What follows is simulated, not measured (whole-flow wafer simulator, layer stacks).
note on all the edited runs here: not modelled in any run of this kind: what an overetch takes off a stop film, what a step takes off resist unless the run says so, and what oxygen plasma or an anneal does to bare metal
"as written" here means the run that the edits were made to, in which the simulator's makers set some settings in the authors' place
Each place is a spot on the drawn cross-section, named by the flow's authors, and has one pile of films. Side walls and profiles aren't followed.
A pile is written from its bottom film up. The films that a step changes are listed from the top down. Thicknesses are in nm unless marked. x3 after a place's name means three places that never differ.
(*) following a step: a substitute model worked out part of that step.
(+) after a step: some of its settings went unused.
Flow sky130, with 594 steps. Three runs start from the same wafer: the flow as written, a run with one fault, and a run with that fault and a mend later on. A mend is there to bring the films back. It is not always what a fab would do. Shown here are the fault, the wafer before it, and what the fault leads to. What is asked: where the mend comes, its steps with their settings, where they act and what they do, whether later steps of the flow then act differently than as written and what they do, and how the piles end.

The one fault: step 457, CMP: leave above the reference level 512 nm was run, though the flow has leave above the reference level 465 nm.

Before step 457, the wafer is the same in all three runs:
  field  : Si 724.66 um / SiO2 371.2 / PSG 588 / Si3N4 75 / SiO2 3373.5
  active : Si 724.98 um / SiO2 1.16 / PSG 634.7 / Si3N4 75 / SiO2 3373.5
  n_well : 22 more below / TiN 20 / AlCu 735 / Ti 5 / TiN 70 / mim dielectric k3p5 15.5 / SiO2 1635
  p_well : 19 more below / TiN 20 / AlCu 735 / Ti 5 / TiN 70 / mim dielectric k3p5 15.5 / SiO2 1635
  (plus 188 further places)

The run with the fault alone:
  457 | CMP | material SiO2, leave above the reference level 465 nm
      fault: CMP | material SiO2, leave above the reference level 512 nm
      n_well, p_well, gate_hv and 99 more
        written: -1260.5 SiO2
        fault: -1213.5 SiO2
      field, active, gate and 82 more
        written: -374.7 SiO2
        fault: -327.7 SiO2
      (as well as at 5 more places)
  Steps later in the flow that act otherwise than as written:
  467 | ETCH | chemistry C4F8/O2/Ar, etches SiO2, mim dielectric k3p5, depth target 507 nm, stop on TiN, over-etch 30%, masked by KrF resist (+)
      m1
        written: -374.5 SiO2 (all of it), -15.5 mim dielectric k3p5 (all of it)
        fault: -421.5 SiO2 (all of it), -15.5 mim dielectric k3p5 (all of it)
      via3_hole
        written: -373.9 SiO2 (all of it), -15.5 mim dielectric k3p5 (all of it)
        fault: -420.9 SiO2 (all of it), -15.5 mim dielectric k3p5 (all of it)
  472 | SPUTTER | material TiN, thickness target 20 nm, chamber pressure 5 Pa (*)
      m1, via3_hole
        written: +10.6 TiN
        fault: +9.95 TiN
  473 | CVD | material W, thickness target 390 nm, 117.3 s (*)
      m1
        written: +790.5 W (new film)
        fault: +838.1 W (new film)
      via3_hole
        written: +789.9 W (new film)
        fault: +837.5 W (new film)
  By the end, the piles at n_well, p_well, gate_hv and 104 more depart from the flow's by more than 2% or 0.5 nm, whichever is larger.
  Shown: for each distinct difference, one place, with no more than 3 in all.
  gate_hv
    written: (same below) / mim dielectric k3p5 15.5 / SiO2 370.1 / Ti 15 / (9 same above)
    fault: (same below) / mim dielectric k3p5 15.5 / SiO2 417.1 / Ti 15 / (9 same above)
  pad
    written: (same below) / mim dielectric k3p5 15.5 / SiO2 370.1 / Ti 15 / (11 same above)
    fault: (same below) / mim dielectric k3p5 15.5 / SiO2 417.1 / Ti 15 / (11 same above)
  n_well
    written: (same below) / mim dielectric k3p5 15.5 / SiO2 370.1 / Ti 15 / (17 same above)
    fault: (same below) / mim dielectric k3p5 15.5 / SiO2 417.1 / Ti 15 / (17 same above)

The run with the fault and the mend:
  The mend stands after step 457.
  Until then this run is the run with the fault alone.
  457a | CMP | material SiO2, leave above the reference level 465 nm (the flow's step 457, run once more)
      field, active, n_well and 189 more
        -47 SiO2
  None of the later steps of the flow acts differently than as written at any place that is followed.
  By the end, the piles equal the flow's at every place that both follow.
